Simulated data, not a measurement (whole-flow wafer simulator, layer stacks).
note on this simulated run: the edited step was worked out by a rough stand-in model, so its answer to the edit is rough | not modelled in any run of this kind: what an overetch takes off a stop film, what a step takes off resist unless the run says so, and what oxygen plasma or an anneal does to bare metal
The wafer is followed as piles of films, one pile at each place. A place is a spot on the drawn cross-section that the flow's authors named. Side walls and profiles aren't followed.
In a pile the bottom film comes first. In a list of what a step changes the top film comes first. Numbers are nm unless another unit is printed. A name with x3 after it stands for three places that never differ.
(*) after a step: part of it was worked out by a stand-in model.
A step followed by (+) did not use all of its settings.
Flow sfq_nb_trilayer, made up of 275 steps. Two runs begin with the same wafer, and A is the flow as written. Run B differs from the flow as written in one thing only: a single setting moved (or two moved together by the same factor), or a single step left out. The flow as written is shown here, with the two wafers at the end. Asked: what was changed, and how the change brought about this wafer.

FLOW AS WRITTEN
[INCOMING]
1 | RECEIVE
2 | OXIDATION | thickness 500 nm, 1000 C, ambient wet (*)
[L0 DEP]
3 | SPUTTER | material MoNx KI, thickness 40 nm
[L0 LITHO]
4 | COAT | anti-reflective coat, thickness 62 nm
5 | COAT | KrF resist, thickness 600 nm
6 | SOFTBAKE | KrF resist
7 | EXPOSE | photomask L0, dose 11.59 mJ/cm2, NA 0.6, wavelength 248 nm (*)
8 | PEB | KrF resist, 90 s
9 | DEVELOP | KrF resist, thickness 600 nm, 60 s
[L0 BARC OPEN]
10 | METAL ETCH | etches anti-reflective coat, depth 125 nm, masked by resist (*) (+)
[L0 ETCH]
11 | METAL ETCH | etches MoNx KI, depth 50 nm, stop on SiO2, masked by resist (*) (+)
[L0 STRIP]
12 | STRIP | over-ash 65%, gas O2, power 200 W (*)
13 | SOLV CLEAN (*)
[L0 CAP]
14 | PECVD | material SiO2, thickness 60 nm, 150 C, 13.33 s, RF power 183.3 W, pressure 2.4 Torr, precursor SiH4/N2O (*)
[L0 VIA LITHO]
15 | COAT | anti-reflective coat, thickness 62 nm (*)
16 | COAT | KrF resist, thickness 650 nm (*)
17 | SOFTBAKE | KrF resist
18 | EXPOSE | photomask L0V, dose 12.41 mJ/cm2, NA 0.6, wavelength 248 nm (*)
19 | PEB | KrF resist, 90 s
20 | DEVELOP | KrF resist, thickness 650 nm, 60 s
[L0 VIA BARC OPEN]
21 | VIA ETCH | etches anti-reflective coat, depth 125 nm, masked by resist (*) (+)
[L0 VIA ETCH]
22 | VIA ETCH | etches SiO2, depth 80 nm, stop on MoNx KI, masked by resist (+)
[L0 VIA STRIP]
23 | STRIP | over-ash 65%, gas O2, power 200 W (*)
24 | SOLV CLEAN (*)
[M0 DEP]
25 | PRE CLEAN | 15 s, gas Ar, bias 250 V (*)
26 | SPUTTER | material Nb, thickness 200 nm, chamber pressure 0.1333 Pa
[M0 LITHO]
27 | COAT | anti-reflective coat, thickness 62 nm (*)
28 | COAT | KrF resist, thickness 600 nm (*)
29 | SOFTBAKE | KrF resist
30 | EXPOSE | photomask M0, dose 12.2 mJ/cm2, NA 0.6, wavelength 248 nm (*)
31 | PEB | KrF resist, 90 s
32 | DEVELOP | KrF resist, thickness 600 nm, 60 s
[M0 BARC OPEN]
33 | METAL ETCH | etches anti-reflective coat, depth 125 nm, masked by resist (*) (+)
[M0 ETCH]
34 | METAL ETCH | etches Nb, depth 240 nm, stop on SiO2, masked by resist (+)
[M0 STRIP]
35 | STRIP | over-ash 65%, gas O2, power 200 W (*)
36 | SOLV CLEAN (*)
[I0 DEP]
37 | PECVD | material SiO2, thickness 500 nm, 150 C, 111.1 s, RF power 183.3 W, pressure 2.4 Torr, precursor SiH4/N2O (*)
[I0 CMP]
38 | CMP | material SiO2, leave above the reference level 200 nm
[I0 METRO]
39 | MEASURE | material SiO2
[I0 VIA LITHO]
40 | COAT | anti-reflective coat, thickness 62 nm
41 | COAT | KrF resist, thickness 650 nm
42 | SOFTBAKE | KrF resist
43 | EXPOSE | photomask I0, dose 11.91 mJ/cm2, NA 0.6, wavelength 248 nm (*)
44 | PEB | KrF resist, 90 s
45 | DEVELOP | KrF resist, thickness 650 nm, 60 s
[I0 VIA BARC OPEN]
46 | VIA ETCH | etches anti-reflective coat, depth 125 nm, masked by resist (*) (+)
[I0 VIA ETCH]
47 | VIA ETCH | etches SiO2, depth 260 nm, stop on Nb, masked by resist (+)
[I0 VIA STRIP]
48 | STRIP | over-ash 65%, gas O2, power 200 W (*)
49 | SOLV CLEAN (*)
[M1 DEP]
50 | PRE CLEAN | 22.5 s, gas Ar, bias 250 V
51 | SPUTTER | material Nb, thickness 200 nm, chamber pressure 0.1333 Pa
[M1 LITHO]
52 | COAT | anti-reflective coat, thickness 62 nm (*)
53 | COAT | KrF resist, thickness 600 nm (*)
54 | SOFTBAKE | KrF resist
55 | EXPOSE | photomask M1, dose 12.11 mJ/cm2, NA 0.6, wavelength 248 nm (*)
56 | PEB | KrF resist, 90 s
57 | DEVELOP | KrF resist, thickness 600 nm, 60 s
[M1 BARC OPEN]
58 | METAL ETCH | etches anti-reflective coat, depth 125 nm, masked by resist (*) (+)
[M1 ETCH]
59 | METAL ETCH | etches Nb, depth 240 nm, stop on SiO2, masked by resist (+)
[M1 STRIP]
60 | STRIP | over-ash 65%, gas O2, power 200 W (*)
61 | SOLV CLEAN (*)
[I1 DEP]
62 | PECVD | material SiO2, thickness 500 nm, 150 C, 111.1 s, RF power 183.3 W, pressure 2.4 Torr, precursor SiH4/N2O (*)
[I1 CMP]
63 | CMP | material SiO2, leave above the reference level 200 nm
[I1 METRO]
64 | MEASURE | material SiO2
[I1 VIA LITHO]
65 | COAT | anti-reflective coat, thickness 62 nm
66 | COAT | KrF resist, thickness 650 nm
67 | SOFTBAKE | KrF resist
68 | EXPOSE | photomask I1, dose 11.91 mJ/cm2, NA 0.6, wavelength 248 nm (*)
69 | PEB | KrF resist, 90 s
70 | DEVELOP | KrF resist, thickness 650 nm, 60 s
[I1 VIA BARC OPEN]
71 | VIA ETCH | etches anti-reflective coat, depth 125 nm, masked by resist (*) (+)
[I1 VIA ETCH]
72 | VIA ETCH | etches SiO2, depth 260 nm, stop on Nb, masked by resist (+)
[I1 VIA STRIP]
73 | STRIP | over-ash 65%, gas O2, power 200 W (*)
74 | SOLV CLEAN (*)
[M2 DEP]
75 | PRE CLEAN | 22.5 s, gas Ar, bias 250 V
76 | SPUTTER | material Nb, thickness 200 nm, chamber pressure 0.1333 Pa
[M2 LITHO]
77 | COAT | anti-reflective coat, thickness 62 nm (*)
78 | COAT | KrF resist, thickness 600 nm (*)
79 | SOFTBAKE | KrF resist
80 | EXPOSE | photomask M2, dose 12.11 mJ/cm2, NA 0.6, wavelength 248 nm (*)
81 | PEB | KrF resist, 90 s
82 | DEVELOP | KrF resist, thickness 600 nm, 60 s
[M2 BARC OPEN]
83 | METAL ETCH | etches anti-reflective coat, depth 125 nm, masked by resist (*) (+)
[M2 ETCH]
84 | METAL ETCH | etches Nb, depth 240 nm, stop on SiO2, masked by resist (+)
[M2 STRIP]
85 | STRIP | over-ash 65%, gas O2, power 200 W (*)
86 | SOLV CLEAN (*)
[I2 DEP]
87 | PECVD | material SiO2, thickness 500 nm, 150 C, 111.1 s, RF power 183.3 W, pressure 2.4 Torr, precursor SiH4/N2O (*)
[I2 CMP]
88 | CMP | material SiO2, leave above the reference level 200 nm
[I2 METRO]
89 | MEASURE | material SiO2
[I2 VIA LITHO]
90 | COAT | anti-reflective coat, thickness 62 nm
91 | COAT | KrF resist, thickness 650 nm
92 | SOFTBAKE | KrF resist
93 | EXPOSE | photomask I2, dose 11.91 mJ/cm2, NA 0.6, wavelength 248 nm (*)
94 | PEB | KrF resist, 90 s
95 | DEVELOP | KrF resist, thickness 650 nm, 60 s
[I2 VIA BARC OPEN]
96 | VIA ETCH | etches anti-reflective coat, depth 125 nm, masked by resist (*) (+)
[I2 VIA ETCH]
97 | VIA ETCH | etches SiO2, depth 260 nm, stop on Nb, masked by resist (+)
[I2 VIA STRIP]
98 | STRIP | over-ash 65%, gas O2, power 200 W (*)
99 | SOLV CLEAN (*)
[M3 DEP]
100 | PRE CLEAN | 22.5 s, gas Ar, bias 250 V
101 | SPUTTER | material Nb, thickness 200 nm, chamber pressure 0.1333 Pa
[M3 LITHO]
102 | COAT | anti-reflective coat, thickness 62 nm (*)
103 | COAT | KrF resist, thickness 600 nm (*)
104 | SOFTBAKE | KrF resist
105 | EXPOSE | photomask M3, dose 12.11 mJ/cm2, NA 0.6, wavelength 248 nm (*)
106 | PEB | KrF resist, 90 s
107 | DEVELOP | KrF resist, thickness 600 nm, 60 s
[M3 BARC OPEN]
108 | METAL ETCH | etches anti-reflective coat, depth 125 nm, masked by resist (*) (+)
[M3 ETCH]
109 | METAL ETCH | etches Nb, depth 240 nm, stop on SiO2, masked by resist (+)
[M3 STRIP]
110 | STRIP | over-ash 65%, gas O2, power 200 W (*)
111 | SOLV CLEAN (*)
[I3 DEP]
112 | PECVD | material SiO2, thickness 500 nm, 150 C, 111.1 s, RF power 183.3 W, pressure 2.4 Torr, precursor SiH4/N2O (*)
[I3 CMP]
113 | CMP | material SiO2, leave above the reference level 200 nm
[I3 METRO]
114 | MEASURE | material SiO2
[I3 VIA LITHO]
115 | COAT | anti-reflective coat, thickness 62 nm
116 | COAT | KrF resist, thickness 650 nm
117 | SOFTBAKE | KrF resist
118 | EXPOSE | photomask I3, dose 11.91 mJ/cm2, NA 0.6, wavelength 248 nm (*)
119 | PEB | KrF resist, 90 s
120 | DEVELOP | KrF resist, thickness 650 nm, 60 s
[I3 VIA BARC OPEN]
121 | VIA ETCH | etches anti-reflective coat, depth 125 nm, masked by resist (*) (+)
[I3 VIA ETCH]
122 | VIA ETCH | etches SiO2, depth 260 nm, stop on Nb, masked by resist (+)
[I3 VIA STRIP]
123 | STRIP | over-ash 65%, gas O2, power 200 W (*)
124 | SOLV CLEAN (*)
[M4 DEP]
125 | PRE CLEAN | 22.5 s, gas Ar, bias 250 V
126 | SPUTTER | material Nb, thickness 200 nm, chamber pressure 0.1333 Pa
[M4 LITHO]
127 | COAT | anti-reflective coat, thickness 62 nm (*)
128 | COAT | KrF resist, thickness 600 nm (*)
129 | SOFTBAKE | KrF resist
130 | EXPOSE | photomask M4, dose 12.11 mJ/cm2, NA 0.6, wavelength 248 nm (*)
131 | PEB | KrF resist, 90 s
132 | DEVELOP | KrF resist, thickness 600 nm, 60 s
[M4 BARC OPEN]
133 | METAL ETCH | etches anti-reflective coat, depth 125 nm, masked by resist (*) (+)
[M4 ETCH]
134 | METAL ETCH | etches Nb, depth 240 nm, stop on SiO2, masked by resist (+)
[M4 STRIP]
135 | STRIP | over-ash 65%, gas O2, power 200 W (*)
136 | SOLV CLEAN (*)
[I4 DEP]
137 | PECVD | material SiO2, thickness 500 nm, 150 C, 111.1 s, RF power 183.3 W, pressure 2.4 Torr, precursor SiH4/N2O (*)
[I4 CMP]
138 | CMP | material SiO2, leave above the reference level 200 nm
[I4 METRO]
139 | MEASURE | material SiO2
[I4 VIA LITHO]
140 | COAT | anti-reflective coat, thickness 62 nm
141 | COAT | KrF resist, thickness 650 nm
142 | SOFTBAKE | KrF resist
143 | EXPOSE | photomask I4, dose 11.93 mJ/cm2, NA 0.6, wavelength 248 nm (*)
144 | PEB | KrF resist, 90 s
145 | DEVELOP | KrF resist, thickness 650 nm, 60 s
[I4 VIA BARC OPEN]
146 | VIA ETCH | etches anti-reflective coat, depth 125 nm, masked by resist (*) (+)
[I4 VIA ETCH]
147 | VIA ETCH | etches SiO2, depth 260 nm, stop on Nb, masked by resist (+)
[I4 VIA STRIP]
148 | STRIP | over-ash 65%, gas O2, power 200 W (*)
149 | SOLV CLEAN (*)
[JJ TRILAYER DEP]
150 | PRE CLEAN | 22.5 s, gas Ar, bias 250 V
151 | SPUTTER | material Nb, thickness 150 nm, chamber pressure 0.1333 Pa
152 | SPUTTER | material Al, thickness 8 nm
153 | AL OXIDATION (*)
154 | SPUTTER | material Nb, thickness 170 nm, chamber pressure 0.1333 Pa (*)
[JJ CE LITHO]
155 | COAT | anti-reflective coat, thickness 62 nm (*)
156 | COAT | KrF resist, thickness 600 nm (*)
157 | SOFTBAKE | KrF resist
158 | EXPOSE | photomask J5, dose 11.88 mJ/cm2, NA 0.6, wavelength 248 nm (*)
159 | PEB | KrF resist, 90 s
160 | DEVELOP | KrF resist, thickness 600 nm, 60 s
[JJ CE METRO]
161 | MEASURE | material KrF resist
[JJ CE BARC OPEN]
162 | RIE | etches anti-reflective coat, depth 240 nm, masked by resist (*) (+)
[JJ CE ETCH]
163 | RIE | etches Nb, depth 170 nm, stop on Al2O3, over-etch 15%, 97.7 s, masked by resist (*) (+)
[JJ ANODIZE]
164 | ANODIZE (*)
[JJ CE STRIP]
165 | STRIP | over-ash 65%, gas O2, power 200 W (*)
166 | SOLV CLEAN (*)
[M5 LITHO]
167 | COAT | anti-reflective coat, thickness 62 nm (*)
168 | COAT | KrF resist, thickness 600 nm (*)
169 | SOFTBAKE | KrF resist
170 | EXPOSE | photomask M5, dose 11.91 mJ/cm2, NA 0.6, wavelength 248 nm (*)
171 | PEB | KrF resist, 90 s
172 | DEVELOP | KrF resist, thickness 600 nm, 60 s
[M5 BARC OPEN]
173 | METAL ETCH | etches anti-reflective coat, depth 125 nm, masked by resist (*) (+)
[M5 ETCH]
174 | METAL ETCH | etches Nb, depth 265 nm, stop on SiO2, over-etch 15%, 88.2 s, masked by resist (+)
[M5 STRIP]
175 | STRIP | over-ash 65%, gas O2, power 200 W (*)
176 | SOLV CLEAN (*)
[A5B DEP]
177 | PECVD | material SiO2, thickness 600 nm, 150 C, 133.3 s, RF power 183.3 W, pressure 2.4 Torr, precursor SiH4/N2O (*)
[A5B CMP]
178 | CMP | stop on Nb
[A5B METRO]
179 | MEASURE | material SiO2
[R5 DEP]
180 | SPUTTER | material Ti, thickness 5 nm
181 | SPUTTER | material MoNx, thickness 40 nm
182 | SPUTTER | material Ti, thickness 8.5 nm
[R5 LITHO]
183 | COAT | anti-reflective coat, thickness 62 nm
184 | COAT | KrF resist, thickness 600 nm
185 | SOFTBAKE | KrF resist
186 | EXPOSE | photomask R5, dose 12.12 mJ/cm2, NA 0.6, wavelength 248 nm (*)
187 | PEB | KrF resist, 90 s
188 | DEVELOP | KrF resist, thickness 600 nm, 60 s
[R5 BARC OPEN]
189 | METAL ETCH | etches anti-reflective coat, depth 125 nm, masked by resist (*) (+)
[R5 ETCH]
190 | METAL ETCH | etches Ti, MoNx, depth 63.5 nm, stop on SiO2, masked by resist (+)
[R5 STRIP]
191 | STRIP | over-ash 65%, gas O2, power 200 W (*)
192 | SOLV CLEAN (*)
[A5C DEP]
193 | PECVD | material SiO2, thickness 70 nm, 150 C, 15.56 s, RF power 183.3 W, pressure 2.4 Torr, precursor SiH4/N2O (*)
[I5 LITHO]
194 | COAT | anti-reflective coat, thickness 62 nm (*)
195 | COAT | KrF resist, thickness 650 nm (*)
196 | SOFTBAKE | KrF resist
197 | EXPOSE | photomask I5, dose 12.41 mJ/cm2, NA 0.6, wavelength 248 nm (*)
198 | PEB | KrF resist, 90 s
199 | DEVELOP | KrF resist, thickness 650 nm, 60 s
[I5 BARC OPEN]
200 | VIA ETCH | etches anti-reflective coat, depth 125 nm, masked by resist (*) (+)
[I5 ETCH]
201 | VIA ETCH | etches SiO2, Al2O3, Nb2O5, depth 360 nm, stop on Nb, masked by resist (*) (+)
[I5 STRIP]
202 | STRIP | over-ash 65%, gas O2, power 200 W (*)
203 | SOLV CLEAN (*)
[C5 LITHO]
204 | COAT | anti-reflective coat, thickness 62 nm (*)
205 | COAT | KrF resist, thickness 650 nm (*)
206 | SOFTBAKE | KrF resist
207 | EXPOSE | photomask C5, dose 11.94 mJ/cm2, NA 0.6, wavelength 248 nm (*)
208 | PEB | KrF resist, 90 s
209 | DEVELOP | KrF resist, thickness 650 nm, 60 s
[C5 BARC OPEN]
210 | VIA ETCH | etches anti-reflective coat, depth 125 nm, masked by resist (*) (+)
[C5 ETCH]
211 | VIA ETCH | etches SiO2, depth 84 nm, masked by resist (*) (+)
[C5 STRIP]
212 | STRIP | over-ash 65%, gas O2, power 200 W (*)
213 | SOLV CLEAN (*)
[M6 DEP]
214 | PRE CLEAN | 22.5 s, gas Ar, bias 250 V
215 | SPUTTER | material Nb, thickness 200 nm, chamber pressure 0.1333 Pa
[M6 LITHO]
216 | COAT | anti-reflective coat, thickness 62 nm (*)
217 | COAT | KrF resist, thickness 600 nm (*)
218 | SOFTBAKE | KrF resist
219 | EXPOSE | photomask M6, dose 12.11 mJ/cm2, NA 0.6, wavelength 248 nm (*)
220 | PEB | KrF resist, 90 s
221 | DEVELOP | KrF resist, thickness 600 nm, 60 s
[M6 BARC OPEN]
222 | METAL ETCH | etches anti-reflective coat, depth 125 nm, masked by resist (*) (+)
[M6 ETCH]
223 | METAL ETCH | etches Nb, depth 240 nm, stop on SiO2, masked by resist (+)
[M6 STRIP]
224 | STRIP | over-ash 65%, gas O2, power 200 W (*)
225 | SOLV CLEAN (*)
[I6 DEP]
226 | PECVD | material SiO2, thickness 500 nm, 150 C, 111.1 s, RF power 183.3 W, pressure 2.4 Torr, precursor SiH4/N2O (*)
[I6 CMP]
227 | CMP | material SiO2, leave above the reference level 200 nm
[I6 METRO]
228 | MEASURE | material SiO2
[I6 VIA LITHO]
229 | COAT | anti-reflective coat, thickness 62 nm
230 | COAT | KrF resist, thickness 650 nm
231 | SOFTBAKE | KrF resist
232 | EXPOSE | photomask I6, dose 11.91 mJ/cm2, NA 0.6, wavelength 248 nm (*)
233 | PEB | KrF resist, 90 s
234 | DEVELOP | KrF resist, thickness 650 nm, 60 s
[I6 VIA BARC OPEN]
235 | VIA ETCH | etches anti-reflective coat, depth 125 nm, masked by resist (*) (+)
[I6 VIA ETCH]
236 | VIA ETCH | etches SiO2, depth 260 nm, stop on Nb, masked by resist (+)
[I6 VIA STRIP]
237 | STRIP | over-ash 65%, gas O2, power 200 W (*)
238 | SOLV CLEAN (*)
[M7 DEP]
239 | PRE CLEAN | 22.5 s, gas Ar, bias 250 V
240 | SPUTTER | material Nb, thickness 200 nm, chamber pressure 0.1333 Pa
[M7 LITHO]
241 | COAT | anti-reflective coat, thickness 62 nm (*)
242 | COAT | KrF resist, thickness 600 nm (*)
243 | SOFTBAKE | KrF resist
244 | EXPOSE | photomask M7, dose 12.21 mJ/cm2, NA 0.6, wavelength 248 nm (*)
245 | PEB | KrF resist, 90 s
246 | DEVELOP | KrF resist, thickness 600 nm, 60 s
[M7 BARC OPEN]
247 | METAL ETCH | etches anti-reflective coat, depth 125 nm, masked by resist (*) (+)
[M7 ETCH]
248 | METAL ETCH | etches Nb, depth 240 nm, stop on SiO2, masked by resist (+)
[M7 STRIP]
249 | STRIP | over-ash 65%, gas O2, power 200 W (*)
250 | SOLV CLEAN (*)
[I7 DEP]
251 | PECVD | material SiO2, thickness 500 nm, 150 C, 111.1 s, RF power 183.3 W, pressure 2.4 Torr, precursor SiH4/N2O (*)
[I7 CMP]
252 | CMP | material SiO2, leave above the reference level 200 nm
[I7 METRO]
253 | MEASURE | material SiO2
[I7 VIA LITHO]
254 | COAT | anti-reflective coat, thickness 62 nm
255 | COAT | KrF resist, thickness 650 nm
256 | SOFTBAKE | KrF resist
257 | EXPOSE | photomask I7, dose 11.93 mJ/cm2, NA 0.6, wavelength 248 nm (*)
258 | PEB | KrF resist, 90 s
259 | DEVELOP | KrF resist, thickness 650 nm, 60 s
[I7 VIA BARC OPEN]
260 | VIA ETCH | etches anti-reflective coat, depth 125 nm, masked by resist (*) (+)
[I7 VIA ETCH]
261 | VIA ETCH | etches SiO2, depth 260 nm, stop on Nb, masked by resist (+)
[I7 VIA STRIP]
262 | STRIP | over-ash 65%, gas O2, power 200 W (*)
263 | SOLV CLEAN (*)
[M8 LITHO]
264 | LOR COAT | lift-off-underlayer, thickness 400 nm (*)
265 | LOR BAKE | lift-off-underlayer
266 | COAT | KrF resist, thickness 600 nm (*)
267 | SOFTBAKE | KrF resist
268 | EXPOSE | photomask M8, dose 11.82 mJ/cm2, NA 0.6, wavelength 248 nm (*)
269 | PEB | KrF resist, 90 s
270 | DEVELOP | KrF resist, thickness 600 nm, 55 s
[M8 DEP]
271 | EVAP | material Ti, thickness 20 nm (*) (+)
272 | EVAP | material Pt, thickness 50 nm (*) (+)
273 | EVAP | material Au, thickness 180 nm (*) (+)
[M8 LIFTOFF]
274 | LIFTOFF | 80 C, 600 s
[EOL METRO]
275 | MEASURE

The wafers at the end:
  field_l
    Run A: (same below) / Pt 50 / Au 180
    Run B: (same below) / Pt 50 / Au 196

What caused this: step 273, EVAP: thickness 196 nm was run, though the flow has thickness 180 nm.
The wafer itself shows it: field_l has Au 196, and step 273 as written asks for 180 nm.

Step by step, how the change led to this:
  273 | EVAP | material Au, thickness 180 nm (*) (+)
      field_l, v_sur, via_wl and 103 more: A +180 Au (new film) | B +196 Au (new film)
  274 | LIFTOFF | 80 C, 600 s
      p4_fl, p4_fm, p4_w1 and 71 more: A -180 Au (all of it), -50 Pt (all of it), -20 Ti (all of it), -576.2 KrF resist (all of it), -400 lift-off-underlayer (all of it) | B -196 Au (all of it), -50 Pt (all of it), -20 Ti (all of it), -576.2 KrF resist (all of it), -400 lift-off-underlayer (all of it)
      c5j, ce_r: A -180 Au (all of it), -50 Pt (all of it), -20 Ti (all of it), -573.3 KrF resist (all of it), -399.3 lift-off-underlayer (all of it) | B -196 Au (all of it), -50 Pt (all of it), -20 Ti (all of it), -573.3 KrF resist (all of it), -399.3 lift-off-underlayer (all of it)
      (as well as at 19 more places)
